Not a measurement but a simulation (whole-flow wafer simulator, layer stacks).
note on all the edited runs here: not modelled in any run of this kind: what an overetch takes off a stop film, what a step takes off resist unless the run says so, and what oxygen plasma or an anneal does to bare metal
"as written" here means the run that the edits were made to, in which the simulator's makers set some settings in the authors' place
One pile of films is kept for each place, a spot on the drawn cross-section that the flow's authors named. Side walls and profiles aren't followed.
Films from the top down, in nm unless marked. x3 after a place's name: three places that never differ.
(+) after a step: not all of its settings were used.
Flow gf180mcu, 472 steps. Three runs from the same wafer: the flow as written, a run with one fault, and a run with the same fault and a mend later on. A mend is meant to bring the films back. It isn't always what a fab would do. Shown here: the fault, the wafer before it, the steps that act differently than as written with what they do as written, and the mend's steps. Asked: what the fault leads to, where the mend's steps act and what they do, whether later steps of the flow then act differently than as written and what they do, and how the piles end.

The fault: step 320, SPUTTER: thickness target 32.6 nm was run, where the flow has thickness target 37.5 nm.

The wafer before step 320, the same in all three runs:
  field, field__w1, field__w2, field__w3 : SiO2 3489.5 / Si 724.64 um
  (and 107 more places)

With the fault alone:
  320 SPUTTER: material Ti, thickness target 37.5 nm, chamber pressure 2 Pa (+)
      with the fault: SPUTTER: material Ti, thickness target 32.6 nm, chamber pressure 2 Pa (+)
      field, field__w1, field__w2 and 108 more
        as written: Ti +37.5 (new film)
        with the fault: Ti +32.6 (new film)
  Later steps of the flow that act differently than as written (1 more step differs only slightly, by at most 2% or 0.5 nm, whichever is larger, and isn't shown):
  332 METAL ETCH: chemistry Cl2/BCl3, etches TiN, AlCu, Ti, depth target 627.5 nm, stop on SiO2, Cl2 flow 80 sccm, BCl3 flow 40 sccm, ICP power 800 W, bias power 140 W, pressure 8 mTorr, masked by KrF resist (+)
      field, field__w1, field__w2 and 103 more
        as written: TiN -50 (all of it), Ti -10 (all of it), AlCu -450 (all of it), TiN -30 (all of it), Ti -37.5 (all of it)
        with the fault: TiN -50 (all of it), Ti -10 (all of it), AlCu -450 (all of it), TiN -30 (all of it), Ti -32.6 (all of it)
  At the end the piles differ from the flow's by more than 2% or 0.5 nm, whichever is larger, at field__w8, contact, m1, m1__w1, m1_nw.
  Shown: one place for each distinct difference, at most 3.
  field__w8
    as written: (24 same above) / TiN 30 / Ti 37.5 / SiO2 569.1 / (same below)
    with the fault: (24 same above) / TiN 30 / Ti 32.6 / SiO2 569.1 / (same below)
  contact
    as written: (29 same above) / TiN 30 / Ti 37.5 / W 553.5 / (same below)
    with the fault: (29 same above) / TiN 30 / Ti 32.6 / W 553.5 / (same below)

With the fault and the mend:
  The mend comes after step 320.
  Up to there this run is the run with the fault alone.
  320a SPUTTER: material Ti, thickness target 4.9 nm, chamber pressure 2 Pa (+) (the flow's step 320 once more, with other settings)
      field, field__w1, field__w2 and 108 more
        Ti +4.9
  No later step of the flow acts differently than as written at any place that is followed.
  At the end the piles are the same as the flow's at every place that both follow.
